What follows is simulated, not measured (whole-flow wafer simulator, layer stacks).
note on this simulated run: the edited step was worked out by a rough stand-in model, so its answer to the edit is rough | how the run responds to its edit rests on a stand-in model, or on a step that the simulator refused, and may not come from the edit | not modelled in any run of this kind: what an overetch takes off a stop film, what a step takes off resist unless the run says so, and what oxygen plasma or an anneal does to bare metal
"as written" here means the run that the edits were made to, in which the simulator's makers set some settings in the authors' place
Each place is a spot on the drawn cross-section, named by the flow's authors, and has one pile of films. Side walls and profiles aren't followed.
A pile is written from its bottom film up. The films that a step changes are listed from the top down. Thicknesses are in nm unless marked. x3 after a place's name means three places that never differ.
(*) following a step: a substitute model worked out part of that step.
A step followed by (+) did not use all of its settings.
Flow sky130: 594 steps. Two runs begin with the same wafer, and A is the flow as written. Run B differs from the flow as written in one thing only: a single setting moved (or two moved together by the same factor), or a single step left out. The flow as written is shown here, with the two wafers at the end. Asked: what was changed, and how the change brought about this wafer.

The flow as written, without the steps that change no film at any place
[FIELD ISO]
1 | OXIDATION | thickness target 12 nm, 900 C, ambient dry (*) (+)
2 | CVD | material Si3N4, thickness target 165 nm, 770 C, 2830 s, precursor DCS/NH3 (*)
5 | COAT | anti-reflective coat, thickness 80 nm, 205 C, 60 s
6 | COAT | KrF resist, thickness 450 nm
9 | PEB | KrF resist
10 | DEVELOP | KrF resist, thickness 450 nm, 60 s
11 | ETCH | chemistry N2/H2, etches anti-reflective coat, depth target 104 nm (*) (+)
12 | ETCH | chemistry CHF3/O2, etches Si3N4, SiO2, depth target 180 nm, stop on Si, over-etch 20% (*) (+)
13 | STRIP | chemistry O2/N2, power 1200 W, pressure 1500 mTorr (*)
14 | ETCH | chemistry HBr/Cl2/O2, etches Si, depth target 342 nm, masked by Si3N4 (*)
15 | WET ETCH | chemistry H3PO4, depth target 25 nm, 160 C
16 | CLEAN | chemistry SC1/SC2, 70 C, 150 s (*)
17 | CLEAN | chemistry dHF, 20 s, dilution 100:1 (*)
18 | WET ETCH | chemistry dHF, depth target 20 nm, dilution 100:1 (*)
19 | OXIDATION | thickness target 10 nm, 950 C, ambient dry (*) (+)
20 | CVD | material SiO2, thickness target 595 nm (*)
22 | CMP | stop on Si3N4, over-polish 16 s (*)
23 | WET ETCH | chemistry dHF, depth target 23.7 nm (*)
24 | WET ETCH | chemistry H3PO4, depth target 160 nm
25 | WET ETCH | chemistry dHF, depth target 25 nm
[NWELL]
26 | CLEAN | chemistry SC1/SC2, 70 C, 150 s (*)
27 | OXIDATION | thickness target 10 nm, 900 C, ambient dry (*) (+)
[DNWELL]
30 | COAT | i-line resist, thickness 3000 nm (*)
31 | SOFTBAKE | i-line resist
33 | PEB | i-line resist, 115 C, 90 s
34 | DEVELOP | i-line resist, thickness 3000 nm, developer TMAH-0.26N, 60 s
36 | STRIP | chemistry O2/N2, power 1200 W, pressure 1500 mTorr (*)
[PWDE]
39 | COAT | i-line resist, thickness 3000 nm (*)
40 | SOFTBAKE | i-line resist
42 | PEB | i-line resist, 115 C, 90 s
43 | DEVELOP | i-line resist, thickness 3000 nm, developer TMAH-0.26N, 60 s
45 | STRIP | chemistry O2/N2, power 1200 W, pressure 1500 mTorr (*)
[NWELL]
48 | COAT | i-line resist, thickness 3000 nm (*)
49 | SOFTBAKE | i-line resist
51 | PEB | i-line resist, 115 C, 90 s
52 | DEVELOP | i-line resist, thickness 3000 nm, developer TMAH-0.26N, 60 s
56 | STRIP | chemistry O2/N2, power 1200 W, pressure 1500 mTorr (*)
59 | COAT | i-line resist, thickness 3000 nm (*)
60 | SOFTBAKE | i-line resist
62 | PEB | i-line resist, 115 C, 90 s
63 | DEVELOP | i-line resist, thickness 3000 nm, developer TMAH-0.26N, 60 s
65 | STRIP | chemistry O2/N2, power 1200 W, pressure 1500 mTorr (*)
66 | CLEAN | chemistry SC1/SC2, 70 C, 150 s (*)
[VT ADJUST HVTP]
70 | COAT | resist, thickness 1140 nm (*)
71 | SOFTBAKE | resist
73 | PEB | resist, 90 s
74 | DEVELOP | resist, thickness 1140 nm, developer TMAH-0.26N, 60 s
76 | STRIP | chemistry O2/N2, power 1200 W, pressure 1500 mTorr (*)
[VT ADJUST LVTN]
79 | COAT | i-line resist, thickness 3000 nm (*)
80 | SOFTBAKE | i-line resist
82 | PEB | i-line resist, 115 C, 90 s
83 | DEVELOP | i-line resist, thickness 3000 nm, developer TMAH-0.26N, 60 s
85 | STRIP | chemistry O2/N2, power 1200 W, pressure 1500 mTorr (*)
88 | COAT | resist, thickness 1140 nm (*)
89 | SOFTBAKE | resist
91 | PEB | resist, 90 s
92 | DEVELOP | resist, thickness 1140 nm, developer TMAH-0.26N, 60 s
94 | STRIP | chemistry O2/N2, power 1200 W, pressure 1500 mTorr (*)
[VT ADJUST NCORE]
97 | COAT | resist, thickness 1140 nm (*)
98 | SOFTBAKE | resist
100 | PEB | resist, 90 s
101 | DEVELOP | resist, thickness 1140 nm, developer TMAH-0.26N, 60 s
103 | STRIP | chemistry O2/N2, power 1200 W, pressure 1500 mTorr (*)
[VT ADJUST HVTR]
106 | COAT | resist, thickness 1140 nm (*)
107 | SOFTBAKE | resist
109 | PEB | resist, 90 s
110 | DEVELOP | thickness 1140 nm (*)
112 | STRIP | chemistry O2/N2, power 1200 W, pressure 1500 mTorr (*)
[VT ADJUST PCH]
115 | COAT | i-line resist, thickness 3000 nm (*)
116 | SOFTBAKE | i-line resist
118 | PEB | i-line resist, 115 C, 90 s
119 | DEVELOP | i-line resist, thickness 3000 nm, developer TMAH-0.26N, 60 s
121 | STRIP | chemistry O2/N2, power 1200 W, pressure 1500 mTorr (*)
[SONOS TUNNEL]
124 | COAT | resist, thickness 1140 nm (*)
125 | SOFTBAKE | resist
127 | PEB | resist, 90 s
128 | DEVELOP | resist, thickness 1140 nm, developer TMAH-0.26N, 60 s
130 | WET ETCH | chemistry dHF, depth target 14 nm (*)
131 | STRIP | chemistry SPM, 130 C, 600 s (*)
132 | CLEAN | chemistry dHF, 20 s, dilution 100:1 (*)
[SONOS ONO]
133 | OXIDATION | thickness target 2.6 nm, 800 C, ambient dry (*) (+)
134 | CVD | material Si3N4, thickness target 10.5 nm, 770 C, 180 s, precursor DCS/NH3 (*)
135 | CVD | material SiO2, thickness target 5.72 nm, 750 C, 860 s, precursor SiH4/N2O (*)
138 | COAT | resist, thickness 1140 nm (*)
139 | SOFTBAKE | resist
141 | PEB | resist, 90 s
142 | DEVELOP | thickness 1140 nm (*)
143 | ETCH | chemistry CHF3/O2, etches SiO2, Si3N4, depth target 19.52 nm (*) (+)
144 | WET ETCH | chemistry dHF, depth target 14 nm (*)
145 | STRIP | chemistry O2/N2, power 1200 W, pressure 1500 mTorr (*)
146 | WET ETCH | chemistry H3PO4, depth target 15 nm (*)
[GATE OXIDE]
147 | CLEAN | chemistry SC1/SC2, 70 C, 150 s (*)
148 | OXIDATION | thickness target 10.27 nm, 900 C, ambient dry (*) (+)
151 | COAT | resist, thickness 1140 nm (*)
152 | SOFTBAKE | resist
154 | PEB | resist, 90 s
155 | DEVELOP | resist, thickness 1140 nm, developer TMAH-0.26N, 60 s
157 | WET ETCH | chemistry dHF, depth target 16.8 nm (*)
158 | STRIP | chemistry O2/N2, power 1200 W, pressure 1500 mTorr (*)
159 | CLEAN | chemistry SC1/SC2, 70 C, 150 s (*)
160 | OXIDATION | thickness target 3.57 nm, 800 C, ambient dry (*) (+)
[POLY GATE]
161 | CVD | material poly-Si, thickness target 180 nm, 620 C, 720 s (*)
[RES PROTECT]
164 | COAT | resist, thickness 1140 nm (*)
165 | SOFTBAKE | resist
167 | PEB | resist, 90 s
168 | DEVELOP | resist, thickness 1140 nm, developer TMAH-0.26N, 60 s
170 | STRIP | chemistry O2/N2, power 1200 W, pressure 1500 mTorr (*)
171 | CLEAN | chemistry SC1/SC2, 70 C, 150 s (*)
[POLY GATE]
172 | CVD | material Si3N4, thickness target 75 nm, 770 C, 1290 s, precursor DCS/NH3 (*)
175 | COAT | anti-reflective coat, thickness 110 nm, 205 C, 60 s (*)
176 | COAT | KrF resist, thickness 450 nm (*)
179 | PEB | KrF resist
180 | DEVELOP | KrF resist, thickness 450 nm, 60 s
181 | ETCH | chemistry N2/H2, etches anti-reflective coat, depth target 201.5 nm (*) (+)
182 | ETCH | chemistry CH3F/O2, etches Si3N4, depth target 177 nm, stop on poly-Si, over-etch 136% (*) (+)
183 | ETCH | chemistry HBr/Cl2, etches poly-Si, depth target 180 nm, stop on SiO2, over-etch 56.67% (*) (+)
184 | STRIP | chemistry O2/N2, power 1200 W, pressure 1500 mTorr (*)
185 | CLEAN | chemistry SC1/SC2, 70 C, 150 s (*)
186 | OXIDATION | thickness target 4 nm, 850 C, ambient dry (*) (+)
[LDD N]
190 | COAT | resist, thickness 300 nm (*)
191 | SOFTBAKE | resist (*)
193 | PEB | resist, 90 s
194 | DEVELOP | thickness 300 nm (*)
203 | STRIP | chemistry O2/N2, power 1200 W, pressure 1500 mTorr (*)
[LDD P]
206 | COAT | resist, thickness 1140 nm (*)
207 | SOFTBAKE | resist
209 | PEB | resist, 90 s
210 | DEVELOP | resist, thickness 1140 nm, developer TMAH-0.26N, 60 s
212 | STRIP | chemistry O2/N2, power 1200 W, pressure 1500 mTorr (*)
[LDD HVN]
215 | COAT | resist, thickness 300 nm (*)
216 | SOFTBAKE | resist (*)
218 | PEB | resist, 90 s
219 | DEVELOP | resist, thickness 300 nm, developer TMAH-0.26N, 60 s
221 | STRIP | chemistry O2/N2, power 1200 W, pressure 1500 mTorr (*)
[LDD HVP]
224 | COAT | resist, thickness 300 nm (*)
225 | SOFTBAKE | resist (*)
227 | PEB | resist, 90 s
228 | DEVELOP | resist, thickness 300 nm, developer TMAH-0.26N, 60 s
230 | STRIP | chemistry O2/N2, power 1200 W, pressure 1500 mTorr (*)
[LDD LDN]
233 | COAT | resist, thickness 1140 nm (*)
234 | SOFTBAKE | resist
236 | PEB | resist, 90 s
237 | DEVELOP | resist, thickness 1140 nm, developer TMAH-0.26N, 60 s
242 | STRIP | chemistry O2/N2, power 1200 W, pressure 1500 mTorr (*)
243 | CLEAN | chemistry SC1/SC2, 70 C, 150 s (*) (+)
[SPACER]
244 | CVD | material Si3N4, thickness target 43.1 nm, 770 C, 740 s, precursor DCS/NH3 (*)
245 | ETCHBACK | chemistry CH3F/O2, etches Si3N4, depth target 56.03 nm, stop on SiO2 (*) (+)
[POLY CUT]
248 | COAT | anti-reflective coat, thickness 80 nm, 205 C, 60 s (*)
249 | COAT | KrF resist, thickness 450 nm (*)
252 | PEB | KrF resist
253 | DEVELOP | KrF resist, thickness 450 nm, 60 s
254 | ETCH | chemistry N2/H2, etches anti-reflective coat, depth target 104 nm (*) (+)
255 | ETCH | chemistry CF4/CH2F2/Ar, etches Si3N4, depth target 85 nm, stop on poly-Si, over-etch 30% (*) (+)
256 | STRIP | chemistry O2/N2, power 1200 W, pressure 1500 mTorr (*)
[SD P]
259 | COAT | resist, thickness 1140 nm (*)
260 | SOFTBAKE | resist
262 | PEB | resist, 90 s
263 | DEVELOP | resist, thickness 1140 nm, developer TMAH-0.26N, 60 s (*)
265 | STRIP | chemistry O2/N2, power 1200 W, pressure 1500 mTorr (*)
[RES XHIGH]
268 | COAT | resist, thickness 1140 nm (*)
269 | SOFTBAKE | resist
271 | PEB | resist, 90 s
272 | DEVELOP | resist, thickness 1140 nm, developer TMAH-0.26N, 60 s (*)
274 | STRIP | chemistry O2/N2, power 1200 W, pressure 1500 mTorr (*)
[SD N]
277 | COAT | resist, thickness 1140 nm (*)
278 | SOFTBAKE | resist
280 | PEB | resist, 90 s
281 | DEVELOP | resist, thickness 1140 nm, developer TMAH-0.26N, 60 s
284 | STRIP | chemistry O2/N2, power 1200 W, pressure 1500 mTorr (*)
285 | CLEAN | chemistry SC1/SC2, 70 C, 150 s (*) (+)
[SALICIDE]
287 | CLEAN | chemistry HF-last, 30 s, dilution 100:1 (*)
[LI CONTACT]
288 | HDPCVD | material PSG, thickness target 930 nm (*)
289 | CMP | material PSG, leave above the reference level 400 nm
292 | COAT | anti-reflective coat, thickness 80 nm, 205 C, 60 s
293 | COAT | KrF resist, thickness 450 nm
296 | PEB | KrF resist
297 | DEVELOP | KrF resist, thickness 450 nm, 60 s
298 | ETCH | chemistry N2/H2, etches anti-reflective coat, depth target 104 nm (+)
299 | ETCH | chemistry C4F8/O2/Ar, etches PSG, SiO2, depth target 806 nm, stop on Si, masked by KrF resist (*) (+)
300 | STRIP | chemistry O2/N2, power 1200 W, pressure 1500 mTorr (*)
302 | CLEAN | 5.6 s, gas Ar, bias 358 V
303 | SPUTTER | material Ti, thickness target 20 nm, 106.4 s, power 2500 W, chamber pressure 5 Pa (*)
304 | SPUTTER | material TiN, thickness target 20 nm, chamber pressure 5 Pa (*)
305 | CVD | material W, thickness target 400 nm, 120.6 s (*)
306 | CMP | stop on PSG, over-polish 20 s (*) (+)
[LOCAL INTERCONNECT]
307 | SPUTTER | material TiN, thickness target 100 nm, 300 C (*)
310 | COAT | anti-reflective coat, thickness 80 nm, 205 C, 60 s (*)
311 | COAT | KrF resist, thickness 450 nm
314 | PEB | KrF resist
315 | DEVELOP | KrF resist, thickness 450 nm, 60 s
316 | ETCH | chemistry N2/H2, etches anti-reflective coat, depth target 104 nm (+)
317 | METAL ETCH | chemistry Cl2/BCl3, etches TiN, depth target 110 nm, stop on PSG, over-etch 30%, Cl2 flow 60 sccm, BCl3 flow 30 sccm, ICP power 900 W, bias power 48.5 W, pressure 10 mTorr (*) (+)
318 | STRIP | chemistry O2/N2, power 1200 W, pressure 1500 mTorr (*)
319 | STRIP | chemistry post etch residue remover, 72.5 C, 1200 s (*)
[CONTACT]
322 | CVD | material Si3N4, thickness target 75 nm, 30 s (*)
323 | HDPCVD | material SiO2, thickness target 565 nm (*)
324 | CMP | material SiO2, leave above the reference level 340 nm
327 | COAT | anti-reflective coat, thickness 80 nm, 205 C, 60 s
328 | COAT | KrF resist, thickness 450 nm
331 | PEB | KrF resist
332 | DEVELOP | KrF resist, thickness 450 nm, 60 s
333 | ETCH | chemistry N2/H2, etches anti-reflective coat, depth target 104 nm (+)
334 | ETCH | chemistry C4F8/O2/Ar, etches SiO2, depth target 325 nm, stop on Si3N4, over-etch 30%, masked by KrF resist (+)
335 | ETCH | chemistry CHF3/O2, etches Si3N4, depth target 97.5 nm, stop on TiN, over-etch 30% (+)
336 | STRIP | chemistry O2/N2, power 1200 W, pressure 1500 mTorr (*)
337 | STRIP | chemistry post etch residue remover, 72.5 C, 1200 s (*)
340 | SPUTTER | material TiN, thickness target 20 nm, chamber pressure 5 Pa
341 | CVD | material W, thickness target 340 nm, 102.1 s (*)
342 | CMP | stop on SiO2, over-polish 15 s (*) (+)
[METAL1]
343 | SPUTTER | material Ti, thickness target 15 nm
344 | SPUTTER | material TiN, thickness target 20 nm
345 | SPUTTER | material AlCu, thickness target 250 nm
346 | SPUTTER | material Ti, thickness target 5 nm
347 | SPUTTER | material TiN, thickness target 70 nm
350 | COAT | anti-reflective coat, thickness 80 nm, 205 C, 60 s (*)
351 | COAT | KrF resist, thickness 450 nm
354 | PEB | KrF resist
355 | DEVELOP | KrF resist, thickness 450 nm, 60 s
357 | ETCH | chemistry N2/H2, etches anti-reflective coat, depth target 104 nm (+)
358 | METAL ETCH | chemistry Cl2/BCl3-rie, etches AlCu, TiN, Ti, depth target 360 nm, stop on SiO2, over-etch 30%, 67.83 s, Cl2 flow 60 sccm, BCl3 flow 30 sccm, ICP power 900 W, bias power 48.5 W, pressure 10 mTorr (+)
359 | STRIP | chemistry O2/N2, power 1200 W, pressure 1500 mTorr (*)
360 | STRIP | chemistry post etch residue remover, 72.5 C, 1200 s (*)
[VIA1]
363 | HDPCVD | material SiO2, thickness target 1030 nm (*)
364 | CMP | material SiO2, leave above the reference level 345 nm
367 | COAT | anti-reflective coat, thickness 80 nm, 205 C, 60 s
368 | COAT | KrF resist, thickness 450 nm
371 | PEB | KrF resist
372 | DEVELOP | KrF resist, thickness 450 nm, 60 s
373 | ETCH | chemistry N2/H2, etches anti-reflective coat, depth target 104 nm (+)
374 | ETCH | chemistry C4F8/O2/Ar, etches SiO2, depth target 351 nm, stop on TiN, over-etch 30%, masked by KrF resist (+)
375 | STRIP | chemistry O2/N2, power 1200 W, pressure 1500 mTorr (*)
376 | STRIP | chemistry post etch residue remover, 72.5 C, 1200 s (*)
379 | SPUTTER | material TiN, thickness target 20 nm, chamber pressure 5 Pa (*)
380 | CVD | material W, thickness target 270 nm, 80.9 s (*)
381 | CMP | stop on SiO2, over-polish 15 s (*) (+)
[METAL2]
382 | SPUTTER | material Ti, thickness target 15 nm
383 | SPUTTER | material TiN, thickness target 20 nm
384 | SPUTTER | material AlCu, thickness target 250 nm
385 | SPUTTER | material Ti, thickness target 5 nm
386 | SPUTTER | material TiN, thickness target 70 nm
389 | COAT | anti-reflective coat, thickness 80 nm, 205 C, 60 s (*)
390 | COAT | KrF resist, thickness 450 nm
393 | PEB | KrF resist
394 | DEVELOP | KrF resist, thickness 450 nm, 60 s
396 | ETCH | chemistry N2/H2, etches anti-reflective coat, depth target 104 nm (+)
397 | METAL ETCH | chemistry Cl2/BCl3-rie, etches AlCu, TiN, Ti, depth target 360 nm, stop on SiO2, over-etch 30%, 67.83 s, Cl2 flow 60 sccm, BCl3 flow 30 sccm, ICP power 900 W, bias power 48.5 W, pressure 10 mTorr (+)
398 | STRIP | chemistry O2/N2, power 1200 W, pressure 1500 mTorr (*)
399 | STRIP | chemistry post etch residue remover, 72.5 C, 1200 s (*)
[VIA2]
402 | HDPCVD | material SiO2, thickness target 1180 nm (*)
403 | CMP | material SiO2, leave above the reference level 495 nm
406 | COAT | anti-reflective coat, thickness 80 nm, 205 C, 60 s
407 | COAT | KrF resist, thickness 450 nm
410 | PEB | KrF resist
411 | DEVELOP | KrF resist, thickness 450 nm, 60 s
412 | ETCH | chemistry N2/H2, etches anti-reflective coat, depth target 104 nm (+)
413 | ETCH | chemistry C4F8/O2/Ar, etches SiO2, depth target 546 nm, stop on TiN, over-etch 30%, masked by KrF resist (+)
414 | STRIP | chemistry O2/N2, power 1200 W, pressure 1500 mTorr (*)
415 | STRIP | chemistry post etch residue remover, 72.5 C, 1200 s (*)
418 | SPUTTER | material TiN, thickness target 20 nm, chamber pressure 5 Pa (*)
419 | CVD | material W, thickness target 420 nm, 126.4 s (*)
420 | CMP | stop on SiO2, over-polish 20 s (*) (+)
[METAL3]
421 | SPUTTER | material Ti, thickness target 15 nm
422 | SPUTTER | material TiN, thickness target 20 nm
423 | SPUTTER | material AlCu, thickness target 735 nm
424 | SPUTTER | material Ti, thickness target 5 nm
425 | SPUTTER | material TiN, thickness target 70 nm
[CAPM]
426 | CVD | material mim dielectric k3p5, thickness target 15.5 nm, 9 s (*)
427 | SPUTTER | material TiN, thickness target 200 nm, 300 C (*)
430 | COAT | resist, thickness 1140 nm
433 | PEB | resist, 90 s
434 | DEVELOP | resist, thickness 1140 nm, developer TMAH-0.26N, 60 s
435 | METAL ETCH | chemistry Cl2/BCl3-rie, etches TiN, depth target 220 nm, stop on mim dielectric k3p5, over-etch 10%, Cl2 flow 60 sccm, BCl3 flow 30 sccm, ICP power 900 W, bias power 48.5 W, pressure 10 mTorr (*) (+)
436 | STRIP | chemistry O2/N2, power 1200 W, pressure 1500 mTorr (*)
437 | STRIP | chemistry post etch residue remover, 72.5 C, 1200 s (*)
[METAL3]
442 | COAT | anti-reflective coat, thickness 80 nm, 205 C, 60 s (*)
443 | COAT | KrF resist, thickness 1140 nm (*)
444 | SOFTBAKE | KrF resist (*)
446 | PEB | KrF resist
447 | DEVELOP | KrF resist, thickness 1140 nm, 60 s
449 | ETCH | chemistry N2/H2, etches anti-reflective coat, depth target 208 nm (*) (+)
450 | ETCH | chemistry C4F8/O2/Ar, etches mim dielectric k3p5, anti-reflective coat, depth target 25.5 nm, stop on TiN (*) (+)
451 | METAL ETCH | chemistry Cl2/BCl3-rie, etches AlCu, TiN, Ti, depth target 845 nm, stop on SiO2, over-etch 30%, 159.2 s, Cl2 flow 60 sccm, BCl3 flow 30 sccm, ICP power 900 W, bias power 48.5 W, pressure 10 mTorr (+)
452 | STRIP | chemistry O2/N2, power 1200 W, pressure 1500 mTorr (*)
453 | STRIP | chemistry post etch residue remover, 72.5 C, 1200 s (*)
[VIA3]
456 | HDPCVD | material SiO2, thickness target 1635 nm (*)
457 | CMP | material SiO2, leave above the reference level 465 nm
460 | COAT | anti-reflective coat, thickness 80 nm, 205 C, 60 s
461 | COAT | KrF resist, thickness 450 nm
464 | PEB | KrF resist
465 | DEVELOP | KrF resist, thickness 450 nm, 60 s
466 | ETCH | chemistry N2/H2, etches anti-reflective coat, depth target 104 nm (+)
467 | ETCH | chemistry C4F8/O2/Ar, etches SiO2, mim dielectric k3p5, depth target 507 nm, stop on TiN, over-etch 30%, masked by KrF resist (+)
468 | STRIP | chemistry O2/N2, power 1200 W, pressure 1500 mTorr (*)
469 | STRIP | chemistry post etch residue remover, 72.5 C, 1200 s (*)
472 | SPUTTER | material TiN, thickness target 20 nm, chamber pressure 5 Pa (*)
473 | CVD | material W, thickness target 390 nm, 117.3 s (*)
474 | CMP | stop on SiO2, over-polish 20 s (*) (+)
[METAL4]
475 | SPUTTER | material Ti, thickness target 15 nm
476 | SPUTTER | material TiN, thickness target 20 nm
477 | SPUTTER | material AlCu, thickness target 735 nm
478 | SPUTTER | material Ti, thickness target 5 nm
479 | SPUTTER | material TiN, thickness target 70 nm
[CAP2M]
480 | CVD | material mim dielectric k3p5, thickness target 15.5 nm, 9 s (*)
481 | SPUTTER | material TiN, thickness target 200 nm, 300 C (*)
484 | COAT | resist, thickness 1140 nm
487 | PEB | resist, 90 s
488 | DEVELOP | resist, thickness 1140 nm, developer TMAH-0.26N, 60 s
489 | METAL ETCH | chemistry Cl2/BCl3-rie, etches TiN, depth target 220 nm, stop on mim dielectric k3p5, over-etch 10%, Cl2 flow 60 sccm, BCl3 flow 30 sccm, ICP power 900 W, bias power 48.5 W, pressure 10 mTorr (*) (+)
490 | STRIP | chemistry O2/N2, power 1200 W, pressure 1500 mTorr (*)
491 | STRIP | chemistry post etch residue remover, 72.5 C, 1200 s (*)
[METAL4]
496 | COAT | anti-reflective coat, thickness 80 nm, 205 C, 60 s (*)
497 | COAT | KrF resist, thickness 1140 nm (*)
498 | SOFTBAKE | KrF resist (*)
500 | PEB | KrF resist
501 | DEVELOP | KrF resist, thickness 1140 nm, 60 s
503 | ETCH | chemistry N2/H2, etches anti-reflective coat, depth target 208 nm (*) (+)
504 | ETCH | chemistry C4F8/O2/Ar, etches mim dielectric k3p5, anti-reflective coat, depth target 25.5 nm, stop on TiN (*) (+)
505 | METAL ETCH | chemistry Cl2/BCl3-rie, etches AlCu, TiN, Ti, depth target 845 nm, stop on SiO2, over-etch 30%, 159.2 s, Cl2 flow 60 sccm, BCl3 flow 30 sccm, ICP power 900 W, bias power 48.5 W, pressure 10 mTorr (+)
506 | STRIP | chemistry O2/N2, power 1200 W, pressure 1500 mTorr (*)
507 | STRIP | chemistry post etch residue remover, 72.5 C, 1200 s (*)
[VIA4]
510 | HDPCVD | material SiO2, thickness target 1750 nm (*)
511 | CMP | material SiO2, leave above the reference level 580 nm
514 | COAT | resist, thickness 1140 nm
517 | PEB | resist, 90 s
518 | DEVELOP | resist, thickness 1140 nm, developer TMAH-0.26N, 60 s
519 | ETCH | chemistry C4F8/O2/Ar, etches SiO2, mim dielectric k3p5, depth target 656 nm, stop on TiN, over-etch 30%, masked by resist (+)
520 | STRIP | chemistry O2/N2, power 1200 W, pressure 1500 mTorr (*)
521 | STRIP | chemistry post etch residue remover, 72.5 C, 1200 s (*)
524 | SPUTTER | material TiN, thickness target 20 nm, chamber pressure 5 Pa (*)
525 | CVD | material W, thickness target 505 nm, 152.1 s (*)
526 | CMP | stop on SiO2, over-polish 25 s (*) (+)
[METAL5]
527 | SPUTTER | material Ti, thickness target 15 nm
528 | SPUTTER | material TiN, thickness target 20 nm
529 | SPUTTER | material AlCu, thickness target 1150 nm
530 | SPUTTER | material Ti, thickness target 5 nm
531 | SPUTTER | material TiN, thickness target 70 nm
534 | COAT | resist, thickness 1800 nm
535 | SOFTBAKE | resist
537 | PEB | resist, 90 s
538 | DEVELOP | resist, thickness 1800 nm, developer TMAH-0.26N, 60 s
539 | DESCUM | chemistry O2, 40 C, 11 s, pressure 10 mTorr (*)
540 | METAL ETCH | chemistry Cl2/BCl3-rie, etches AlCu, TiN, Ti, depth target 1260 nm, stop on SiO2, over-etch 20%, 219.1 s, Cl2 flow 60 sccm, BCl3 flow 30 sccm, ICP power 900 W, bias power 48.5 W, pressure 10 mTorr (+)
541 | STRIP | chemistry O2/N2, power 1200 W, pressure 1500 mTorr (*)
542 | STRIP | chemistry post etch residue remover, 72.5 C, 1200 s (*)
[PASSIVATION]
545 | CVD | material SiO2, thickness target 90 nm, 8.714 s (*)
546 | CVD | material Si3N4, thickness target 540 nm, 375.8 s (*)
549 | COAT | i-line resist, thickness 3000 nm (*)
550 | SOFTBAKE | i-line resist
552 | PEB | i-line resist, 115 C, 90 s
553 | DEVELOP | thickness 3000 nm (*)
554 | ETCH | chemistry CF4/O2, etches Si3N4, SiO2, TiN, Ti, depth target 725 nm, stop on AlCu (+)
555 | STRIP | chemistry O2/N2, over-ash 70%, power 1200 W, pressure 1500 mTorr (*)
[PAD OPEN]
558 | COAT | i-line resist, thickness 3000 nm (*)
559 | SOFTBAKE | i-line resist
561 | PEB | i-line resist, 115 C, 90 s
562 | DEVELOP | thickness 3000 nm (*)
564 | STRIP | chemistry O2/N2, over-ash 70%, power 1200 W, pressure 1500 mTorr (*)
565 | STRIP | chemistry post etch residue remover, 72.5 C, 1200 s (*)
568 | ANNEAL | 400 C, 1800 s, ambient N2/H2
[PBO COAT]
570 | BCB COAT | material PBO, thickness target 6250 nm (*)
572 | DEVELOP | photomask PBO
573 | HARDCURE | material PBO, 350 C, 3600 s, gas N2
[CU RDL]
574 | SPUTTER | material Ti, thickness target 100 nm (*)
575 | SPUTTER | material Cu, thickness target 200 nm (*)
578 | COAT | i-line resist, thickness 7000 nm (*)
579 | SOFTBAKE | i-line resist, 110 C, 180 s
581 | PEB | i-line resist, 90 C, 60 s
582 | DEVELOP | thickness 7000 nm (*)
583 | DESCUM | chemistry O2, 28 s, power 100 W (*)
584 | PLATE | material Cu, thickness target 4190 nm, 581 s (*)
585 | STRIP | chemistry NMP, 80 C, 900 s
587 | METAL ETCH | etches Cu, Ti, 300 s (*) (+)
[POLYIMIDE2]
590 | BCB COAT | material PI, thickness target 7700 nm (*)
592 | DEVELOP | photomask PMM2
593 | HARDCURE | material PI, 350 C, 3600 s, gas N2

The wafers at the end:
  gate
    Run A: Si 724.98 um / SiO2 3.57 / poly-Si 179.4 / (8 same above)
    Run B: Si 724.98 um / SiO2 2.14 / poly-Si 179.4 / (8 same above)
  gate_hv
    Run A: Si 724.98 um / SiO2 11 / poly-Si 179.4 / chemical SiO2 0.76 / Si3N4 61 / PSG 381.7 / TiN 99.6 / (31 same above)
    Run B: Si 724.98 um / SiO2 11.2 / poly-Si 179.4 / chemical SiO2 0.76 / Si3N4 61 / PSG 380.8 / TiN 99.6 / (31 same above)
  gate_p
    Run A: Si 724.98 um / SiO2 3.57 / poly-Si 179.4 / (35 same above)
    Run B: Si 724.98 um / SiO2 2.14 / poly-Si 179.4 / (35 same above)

Cause: step 160, OXIDATION: thickness target 2.14 nm was run, though the flow has thickness target 3.57 nm.
One can read it off the wafer: gate has SiO2 2.14, and step 160 as written asks for 3.57 nm.

The path from the change to this, step by step:
  160 | OXIDATION | thickness target 3.57 nm, 800 C, ambient dry (*) (+)
      active, n_well, p_well and 58 more: A +3.57 SiO2 (new film), -0.76 chemical SiO2 (all of it), -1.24 Si | B +2.14 SiO2 (new film), -0.76 chemical SiO2 (all of it), -0.61 Si
  175 | COAT | anti-reflective coat, thickness 110 nm, 205 C, 60 s (*)
      rpm_encl, rpm_encl_psd: A +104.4 anti-reflective coat (new film) | B +108.5 anti-reflective coat (new film)
  181 | ETCH | chemistry N2/H2, etches anti-reflective coat, depth target 201.5 nm (*) (+)
      rpm_encl, rpm_encl_psd: A -104.4 anti-reflective coat (all of it), -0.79 Si3N4 | B -108.5 anti-reflective coat (all of it), -0.73 Si3N4
  186 | OXIDATION | thickness target 4 nm, 850 C, ambient dry (*) (+)
      active, p_well, spacer and 26 more: A +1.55 SiO2, -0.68 Si | B +2.76 SiO2, -1.21 Si
      ndiff_dn: A +1.52 SiO2, -0.67 Si | B +2.53 SiO2, -1.11 Si
  306 | CMP | stop on PSG, over-polish 20 s (*) (+)
      poly_licon: A -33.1 W | B -34 W
